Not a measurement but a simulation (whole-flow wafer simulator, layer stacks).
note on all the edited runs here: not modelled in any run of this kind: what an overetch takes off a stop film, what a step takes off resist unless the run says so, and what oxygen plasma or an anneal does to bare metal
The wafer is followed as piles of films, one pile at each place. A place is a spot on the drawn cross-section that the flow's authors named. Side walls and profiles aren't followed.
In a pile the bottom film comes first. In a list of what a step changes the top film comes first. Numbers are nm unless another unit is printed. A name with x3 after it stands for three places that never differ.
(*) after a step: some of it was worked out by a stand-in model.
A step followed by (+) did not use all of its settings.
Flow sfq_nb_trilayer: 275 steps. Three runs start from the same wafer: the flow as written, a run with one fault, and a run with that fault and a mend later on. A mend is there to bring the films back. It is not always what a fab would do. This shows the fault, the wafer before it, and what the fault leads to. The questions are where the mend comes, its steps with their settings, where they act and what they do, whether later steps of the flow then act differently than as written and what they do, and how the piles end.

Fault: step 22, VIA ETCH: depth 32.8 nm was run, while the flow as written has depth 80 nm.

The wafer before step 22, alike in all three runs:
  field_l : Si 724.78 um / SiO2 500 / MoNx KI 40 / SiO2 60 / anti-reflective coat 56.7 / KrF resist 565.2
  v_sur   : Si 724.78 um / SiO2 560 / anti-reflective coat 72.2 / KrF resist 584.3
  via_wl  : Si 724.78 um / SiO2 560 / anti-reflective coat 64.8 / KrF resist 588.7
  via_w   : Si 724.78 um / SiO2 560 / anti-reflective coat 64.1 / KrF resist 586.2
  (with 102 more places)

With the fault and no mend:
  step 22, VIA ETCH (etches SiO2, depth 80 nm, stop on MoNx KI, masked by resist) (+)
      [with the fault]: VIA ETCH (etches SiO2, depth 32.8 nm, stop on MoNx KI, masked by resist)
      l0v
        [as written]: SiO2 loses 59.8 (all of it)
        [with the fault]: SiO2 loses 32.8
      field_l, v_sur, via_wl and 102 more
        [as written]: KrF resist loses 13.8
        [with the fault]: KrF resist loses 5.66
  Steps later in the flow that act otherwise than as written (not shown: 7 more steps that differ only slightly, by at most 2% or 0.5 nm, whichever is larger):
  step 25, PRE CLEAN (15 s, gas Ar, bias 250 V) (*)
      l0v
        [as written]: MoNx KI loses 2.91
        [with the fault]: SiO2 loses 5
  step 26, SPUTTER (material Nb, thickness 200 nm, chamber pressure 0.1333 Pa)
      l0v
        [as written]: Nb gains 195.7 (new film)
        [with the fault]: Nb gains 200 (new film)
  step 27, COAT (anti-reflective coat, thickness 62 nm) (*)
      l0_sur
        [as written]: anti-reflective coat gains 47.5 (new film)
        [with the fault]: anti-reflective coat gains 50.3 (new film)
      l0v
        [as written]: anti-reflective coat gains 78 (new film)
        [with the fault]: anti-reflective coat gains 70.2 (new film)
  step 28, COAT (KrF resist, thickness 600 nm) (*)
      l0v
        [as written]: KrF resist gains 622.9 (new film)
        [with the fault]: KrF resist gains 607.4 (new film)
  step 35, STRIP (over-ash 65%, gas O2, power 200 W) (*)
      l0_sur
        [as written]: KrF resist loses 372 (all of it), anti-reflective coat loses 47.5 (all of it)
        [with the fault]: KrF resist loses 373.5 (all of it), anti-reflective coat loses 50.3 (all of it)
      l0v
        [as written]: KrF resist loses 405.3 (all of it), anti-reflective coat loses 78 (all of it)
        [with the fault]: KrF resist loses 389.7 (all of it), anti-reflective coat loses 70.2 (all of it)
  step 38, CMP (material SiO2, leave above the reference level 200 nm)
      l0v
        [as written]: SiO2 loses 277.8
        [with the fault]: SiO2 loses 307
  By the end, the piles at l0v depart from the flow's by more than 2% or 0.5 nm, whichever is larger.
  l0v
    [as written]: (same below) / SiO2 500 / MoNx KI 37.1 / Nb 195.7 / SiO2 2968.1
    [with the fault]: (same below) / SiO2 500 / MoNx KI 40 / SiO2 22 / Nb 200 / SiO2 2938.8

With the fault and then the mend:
  After step 23 comes the mend.
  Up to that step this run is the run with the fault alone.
  step 23a, COAT (anti-reflective coat, thickness 62 nm) (*) (the flow's step 15, run once more)
      p4_fl x3, p4_w1 x9, p4_g1 x2 and 59 more
        anti-reflective coat gains 62 (new film)
      be, be_sur, gap and 6 more
        anti-reflective coat gains 63.7 (new film)
      c5j, ce_r, sp_r, be_r, r_sur
        anti-reflective coat gains 63.6 (new film)
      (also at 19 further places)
  step 23b, COAT (KrF resist, thickness 650 nm) (*) (the flow's step 16, run once more)
      p4_fl x3, p4_w1 x9, p4_g1 x2 and 59 more
        KrF resist gains 650 (new film)
      ce_l, c5j, ce_r, sp_r, be_r, r_sur, res
        KrF resist gains 656.8 (new film)
      gap, jj_sur, r_end
        KrF resist gains 656.9 (new film)
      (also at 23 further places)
  step 23c, SOFTBAKE (KrF resist) (the flow's step 17, run once more)
      alters no film at any place that is followed
  step 23d, EXPOSE (photomask L0V, dose 12.41 mJ/cm2, NA 0.6, wavelength 248 nm) (*) (the flow's step 18, run once more)
      alters no film at any place that is followed
  step 23e, PEB (KrF resist, 90 s) (the flow's step 19, run once more)
      p4_fl x3, p4_w1 x9, p4_g1 x2 and 59 more
        KrF resist loses 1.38
      via_v, wire, be and 17 more
        KrF resist loses 1.39
      v_sur, via_w, via_wr, via_sp, ln_m6, lsp_r
        KrF resist loses 1.4
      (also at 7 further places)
  step 23f, DEVELOP (KrF resist, thickness 650 nm, 60 s) (the flow's step 20, run once more)
      field_l, v_sur, via_wl and 102 more
        KrF resist loses 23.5
      l0v
        KrF resist loses 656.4 (all of it)
  step 23g, VIA ETCH (etches anti-reflective coat, depth 125 nm, masked by resist) (*) (+) (the flow's step 21, run once more)
      field_l, v_sur, via_wl and 102 more
        KrF resist loses 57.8
      l0v
        anti-reflective coat loses 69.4 (all of it), SiO2 loses 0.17
  step 23h, VIA ETCH (etches SiO2, depth 47.2 nm, stop on MoNx KI, masked by resist) (+) (the flow's step 22, run once more with other settings)
      field_l, v_sur, via_wl and 102 more
        KrF resist loses 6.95
      l0v
        SiO2 loses 26.9 (all of it)
  step 23i, STRIP (over-ash 65%, gas O2, power 200 W) (*) (the flow's step 23, run once more)
      p4_fl x3, p4_w1 x9, p4_g1 x2 and 59 more
        KrF resist loses 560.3 (all of it), anti-reflective coat loses 62 (all of it)
      c5j, ce_r, sp_r, be_r, r_sur
        KrF resist loses 567.1 (all of it), anti-reflective coat loses 63.6 (all of it)
      jj_sur, ce_l, res
        KrF resist loses 567.1 (all of it), anti-reflective coat loses 63.7 (all of it)
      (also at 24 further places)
  Every later step of the flow that is run acts as written at every place that is followed.
  The piles end the same as the flow's at every place that both follow.
